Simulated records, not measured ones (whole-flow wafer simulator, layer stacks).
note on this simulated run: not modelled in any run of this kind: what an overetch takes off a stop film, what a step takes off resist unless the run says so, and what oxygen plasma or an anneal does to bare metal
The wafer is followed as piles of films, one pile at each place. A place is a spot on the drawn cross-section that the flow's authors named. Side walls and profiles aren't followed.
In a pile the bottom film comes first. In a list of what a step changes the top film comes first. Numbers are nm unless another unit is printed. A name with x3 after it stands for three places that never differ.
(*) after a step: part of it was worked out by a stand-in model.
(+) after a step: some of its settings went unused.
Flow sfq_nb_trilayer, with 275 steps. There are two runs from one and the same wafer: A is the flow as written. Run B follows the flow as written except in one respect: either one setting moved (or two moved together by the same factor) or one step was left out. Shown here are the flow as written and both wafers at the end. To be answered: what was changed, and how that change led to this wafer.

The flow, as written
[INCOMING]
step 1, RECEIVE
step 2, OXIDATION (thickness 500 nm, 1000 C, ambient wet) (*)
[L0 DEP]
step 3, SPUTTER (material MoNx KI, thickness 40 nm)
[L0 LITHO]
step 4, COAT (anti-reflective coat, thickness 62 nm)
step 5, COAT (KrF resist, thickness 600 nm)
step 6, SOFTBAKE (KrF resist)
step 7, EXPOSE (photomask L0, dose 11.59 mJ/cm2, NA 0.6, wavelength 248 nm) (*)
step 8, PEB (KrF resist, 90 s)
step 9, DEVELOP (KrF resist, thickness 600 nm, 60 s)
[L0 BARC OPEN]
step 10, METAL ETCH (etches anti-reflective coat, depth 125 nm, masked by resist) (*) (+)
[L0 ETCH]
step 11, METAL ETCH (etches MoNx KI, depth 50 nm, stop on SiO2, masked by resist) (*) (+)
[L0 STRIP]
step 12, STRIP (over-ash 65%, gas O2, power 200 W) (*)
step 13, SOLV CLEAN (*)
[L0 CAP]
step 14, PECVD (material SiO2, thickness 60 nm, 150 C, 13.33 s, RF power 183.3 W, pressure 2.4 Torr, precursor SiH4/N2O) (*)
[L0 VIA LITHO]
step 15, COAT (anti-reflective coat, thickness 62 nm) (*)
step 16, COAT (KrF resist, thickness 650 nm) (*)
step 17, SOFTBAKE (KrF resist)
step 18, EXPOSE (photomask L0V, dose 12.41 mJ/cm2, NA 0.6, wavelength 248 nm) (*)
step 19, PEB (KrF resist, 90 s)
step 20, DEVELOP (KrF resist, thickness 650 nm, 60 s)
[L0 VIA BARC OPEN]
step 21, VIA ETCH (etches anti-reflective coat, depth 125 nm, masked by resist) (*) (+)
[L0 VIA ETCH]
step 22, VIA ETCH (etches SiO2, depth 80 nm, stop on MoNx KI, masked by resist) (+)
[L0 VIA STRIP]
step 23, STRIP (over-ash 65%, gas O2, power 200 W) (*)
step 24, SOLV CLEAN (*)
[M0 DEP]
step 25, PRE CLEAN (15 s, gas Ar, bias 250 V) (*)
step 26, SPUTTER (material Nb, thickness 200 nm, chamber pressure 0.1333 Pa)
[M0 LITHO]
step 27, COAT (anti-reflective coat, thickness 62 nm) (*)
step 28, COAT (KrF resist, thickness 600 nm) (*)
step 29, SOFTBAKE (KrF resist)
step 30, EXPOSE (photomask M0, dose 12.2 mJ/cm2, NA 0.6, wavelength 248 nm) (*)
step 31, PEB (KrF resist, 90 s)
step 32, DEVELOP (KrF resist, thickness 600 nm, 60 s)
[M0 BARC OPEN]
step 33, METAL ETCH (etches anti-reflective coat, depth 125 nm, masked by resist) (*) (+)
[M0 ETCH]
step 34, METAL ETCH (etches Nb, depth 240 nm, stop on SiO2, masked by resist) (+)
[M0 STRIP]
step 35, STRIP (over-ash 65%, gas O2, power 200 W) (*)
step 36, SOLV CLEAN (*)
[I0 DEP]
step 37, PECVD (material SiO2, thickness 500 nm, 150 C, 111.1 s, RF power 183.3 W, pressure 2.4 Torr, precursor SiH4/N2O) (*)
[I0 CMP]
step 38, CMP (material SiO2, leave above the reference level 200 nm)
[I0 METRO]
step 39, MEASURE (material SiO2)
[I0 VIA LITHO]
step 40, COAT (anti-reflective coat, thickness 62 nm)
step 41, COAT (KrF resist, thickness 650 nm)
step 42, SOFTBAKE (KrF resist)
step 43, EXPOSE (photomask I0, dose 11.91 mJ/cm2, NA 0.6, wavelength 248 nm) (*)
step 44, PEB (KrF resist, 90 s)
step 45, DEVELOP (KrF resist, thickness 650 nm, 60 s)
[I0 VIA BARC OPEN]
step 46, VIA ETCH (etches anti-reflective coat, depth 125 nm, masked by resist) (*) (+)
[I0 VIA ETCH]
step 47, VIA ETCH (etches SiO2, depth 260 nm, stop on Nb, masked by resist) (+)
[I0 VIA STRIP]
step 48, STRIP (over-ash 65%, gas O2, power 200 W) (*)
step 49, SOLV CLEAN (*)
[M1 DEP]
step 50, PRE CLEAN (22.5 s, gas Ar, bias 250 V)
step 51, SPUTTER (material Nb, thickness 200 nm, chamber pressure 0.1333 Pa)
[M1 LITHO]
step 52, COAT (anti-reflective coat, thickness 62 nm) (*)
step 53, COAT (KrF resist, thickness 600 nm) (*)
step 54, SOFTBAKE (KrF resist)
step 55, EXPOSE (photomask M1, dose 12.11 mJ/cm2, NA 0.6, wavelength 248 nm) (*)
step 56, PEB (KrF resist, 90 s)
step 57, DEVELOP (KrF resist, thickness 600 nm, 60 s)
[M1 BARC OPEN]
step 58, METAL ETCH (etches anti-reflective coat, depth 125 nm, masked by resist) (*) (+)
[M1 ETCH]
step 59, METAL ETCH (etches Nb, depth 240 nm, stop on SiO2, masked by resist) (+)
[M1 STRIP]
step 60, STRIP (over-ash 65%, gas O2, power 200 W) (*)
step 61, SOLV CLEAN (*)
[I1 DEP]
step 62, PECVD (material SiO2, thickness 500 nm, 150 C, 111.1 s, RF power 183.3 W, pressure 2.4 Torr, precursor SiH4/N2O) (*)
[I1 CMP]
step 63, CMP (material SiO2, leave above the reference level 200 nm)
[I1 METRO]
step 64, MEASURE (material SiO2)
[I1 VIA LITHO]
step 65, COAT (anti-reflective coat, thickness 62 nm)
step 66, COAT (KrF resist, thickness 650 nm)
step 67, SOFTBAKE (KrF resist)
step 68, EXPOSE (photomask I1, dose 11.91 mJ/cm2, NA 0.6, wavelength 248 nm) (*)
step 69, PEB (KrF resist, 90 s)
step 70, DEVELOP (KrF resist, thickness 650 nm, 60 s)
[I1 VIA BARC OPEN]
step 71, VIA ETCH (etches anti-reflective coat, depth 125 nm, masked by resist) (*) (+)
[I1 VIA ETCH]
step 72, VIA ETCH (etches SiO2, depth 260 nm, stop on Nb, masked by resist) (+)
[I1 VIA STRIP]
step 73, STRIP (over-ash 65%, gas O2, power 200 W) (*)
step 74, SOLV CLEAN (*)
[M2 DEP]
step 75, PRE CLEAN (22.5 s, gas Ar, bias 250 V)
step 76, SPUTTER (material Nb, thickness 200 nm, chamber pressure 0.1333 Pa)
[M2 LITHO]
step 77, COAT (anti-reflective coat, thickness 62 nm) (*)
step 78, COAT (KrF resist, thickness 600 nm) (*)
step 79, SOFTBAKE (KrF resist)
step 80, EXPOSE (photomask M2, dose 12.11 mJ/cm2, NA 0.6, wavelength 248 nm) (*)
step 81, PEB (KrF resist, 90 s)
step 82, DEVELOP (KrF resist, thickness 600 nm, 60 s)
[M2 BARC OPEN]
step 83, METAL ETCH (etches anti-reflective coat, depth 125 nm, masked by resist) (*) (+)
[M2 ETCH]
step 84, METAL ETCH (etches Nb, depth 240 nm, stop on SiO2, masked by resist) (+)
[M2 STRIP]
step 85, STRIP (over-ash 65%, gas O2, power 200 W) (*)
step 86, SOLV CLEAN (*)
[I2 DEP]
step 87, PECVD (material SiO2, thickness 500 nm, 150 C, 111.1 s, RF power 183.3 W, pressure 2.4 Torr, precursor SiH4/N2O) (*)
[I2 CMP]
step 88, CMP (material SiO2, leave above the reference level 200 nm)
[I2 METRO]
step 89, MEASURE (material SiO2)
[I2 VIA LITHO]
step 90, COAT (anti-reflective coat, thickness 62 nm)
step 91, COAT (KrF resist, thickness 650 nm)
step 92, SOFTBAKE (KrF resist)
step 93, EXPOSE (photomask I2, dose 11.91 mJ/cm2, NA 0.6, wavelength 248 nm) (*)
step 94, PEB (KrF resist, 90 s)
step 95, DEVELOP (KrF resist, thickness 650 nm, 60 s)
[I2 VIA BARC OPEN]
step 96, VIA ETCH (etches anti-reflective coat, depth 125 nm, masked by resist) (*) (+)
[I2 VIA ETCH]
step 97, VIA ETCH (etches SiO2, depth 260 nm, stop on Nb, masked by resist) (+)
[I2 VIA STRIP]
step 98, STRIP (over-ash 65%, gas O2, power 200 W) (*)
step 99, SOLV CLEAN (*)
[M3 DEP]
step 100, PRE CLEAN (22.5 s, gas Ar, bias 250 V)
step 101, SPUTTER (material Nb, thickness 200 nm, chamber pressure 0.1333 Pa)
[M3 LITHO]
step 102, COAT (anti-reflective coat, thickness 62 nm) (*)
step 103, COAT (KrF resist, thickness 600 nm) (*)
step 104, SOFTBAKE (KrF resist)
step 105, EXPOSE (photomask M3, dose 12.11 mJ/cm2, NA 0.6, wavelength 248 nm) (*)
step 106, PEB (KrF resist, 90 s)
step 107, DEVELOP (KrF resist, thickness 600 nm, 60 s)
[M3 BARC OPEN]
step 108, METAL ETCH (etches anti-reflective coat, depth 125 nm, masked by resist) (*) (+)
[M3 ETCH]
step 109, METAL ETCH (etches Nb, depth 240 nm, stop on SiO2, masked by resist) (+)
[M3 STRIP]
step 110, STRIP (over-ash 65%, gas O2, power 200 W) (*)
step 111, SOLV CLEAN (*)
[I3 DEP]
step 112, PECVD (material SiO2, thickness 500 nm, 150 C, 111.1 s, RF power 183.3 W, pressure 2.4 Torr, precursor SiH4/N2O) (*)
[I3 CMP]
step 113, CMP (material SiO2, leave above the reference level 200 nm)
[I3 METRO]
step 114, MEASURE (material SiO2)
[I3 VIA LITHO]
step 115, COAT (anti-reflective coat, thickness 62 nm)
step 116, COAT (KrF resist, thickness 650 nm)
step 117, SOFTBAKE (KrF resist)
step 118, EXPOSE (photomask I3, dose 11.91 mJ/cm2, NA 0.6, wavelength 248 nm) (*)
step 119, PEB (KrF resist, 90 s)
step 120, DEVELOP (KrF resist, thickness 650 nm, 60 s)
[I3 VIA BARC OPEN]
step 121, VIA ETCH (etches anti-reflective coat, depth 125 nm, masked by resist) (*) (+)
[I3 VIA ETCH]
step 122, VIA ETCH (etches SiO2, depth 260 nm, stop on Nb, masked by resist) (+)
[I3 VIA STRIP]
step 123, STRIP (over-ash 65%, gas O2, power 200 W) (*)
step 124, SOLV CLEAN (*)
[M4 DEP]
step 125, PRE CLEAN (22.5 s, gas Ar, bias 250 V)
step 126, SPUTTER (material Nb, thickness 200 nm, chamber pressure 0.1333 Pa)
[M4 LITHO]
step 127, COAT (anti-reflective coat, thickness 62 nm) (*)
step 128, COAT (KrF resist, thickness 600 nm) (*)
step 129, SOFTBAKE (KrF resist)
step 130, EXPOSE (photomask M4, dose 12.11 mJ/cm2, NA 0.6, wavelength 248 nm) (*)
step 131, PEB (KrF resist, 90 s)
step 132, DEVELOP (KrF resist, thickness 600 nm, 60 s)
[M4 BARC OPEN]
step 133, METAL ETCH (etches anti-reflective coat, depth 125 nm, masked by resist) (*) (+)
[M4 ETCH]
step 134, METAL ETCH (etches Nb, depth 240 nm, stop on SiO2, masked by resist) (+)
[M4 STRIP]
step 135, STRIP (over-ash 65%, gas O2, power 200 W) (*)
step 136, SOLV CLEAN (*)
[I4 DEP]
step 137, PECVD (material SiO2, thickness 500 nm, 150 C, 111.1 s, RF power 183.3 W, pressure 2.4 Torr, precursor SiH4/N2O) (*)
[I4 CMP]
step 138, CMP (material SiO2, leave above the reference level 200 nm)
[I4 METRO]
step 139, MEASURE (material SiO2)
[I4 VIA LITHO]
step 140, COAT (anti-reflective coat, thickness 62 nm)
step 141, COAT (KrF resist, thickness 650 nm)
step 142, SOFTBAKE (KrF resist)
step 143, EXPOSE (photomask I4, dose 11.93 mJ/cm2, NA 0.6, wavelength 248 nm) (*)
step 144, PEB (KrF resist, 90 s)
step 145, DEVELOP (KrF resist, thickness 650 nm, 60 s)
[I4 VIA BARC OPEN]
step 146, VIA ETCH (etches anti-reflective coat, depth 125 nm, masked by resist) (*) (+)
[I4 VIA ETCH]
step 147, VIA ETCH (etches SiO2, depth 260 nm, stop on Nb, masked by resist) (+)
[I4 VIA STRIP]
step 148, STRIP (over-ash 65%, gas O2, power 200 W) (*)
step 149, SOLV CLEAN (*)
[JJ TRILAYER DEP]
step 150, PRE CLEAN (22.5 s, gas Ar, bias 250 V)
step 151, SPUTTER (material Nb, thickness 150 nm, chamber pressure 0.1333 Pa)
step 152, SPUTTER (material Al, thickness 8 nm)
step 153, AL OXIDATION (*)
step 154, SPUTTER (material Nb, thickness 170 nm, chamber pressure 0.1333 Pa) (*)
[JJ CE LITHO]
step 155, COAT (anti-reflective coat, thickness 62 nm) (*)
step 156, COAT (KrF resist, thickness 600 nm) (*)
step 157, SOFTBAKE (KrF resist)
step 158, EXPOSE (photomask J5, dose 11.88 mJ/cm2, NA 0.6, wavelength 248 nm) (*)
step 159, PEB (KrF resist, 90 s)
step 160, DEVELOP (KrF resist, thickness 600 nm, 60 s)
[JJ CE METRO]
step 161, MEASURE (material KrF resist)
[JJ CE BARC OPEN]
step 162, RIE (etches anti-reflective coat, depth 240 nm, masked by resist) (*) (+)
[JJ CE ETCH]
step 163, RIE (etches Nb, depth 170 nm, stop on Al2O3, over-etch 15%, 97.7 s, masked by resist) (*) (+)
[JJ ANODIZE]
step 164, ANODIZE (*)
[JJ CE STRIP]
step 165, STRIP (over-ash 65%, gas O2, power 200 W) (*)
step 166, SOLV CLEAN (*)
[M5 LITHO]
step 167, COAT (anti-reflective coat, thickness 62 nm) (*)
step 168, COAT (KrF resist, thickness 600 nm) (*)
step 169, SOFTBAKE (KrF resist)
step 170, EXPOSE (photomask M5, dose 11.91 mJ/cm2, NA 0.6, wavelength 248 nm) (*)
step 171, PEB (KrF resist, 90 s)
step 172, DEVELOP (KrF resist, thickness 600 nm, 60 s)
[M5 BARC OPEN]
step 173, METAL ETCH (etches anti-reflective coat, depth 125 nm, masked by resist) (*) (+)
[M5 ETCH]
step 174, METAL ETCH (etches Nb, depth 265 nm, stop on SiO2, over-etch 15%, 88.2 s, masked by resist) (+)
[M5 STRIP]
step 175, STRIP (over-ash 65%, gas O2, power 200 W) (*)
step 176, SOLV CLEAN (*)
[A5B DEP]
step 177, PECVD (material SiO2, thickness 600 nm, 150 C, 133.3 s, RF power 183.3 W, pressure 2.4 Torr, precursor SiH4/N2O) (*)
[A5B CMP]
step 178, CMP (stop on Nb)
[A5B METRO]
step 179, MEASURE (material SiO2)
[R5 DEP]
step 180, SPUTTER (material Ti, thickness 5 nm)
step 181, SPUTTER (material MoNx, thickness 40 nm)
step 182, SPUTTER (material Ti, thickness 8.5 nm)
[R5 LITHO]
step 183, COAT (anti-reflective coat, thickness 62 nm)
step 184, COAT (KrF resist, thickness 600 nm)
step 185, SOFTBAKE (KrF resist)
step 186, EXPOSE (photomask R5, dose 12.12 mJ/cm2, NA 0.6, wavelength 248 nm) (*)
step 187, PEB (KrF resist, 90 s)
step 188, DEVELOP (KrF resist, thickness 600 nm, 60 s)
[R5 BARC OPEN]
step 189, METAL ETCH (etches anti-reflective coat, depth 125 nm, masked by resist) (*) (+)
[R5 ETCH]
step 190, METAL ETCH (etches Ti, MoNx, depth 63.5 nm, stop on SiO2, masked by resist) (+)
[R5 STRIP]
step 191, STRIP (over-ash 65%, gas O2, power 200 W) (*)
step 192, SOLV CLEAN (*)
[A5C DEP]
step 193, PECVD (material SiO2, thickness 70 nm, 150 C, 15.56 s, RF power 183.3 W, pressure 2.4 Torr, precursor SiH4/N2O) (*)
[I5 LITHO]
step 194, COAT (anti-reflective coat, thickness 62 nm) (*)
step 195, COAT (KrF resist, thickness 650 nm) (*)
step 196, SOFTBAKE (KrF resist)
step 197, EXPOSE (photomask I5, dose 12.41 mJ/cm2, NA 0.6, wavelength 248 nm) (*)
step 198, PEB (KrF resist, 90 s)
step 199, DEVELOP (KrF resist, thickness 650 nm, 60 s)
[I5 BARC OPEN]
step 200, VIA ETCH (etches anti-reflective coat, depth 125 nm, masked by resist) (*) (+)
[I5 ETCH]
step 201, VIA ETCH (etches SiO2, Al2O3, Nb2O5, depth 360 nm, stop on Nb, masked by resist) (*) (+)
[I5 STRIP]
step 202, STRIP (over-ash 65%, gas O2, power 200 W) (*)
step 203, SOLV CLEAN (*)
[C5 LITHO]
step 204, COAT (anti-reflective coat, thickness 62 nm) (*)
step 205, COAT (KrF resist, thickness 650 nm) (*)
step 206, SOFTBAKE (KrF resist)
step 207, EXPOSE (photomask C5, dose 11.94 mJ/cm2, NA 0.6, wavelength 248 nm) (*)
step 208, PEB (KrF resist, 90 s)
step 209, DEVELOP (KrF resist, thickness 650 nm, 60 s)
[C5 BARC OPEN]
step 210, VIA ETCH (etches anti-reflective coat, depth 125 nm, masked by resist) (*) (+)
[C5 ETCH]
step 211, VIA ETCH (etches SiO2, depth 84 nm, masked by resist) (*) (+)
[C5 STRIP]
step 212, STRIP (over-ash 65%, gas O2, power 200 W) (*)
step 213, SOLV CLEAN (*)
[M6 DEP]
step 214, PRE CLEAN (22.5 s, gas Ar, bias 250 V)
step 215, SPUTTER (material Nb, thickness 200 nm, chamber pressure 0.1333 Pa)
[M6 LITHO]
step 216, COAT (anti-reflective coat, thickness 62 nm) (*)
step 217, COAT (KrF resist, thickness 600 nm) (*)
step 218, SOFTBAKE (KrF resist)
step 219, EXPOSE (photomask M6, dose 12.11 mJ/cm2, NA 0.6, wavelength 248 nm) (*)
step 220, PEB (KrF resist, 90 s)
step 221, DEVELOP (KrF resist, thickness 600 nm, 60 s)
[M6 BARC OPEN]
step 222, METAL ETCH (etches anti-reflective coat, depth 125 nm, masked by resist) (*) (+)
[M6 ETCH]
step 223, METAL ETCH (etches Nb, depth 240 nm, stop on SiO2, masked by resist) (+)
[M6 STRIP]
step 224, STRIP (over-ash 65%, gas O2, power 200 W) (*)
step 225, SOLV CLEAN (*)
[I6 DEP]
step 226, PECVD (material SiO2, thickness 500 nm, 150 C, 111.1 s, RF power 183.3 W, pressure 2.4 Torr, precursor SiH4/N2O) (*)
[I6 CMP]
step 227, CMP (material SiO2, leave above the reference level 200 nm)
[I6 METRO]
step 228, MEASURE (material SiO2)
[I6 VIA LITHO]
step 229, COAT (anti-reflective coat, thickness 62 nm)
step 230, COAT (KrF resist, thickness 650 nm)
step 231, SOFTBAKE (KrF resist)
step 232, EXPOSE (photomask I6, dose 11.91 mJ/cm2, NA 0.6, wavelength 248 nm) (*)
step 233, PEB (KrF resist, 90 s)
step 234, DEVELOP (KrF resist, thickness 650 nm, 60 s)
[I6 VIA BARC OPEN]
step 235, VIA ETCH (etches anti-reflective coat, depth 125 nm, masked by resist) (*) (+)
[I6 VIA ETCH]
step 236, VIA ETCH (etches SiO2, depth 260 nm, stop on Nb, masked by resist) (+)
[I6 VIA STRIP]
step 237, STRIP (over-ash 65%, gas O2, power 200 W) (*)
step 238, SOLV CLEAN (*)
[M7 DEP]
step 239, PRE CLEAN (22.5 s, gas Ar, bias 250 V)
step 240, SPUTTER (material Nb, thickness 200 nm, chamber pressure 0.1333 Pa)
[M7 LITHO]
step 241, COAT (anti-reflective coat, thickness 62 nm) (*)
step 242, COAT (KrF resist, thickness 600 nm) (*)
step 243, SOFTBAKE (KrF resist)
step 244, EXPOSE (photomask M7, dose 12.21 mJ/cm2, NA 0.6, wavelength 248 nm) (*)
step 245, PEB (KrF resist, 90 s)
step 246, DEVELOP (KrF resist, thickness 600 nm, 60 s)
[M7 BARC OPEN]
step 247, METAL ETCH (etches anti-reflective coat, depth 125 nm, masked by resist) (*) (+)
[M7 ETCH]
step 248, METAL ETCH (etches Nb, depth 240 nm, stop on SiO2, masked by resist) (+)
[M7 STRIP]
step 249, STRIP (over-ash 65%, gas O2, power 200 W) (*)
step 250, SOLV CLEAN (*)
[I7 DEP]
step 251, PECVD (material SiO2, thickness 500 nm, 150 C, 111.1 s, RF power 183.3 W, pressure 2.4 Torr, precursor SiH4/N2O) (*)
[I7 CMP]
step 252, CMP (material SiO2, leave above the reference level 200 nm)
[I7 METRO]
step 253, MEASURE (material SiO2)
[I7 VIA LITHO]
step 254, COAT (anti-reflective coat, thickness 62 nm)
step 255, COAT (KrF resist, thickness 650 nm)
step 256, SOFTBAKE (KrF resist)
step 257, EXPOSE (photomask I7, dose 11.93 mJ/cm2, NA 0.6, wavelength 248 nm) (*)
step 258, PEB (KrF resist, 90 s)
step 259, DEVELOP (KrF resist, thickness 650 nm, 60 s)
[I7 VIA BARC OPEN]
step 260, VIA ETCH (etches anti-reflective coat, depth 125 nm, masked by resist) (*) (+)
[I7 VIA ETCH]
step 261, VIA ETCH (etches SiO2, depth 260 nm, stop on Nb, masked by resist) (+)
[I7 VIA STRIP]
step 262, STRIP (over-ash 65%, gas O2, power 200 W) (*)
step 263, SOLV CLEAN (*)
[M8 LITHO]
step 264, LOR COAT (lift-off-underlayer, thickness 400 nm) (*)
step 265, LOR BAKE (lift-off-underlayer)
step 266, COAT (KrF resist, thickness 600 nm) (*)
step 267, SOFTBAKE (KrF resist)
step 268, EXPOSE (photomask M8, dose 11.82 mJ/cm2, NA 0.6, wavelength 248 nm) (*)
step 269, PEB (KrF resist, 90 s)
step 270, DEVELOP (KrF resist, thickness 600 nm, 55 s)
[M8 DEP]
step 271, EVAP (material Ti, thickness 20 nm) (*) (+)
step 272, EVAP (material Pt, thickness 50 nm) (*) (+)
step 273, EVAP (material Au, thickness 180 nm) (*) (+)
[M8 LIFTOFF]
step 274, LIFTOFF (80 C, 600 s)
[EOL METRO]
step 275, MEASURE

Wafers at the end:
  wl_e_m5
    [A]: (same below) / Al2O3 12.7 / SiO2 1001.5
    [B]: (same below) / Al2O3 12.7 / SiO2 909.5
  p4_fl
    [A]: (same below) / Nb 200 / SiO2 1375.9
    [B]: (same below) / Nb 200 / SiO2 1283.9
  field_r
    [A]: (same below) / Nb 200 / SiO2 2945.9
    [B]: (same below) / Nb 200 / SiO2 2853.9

What caused this: step 240, SPUTTER: thickness 108 nm was run, while the flow as written has thickness 200 nm.

The path from the change to this, step by step:
  step 240, SPUTTER (material Nb, thickness 200 nm, chamber pressure 0.1333 Pa)
      field_l, v_sur, via_wl and 102 more: A +200 Nb (new film) | B +108 Nb (new film)
      via_v: A +161.1 Nb | B +86.8 Nb
  step 241, COAT (anti-reflective coat, thickness 62 nm) (*)
      via_v: A +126 anti-reflective coat (new film) | B +120.9 anti-reflective coat (new film)
  step 248, METAL ETCH (etches Nb, depth 240 nm, stop on SiO2, masked by resist) (+)
      field_l, field_r, lsp_l and 62 more: A -200 Nb (all of it) | B -108 Nb (all of it)
      v_sur, via_wl, via_w and 38 more: A -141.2 KrF resist | B -95.3 KrF resist
  step 249, STRIP (over-ash 65%, gas O2, power 200 W) (*)
      wl_j_sl, wl_jj, wl_j_sr and 14 more: A -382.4 KrF resist (all of it), -62 anti-reflective coat (all of it) | B -428.3 KrF resist (all of it), -62 anti-reflective coat (all of it)
      ln_m5, lsp_m, ln_m6, lsp_r: A -381.9 KrF resist (all of it), -61.8 anti-reflective coat (all of it) | B -427.8 KrF resist (all of it), -61.8 anti-reflective coat (all of it)
      (also at 20 further places)
  step 251, PECVD (material SiO2, thickness 500 nm, 150 C, 111.1 s, RF power 183.3 W, pressure 2.4 Torr, precursor SiH4/N2O) (*)
      field_r, lsp_l: A +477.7 SiO2 | B +487.9 SiO2
      m7r_space_l, m7r_space_r: A +557.1 SiO2 | B +500 SiO2
      (also at 1 further place)
  step 252, CMP (material SiO2, leave above the reference level 200 nm)
      field_l, p4_fl, p4_fm and 56 more: A -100 SiO2 | B -192 SiO2
      field_r, lsp_l: A -77.7 SiO2 | B -179.9 SiO2
      (also at 5 further places)
